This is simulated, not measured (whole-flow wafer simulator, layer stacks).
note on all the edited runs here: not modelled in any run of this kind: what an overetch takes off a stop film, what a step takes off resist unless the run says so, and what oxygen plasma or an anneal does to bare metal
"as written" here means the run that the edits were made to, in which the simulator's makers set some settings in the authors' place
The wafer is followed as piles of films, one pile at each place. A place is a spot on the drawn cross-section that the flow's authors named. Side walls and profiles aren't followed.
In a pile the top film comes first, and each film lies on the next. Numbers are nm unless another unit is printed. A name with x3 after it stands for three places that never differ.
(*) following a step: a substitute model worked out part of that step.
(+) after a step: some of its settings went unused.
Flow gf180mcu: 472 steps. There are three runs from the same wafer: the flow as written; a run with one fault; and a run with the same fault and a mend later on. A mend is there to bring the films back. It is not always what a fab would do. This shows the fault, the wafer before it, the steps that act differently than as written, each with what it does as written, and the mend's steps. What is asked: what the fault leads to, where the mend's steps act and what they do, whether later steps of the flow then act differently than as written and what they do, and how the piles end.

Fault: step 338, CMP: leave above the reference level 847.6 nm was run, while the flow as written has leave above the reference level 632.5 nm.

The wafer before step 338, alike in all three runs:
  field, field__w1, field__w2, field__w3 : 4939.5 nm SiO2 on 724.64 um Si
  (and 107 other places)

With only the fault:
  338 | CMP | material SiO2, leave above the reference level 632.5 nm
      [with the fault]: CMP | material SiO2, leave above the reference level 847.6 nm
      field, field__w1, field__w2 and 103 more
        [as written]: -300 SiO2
        [with the fault]: -84.9 SiO2
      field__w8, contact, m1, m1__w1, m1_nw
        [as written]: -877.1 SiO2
        [with the fault]: -662 SiO2
  Steps further on in the flow that do not act as written:
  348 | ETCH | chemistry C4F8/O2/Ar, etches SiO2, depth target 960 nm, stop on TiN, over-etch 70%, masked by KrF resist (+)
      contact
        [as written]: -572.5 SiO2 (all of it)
        [with the fault]: -787.6 SiO2 (all of it)
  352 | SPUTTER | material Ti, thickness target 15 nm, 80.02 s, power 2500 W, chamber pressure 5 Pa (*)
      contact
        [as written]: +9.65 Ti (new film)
        [with the fault]: +8.52 Ti (new film)
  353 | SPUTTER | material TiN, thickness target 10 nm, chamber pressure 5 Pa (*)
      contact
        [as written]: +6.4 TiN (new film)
        [with the fault]: +5.65 TiN (new film)
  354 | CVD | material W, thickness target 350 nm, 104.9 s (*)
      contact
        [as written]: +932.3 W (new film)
        [with the fault]: +1149.3 W (new film)
  At field, field__w1, field__w2 and 109 more, the piles at the end differ from the flow's by more than 2% or 0.5 nm, whichever is larger.
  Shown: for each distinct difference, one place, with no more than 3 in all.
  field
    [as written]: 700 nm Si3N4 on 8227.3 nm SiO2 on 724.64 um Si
    [with the fault]: 700 nm Si3N4 on 8442.4 nm SiO2 on 724.64 um Si
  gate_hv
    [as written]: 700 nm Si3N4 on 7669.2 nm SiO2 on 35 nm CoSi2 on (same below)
    [with the fault]: 700 nm Si3N4 on 7884.3 nm SiO2 on 35 nm CoSi2 on (same below)
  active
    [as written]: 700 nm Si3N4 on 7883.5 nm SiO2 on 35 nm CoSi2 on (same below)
    [with the fault]: 700 nm Si3N4 on 8098.6 nm SiO2 on 35 nm CoSi2 on (same below)

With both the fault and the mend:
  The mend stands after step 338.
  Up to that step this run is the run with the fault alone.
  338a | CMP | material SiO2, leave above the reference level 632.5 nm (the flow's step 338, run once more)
      field, field__w1, field__w2 and 108 more
        -215.1 SiO2
  Every later step of the flow that is run acts as written at every place that is followed.
  By the end, the piles equal the flow's at every place that both follow.
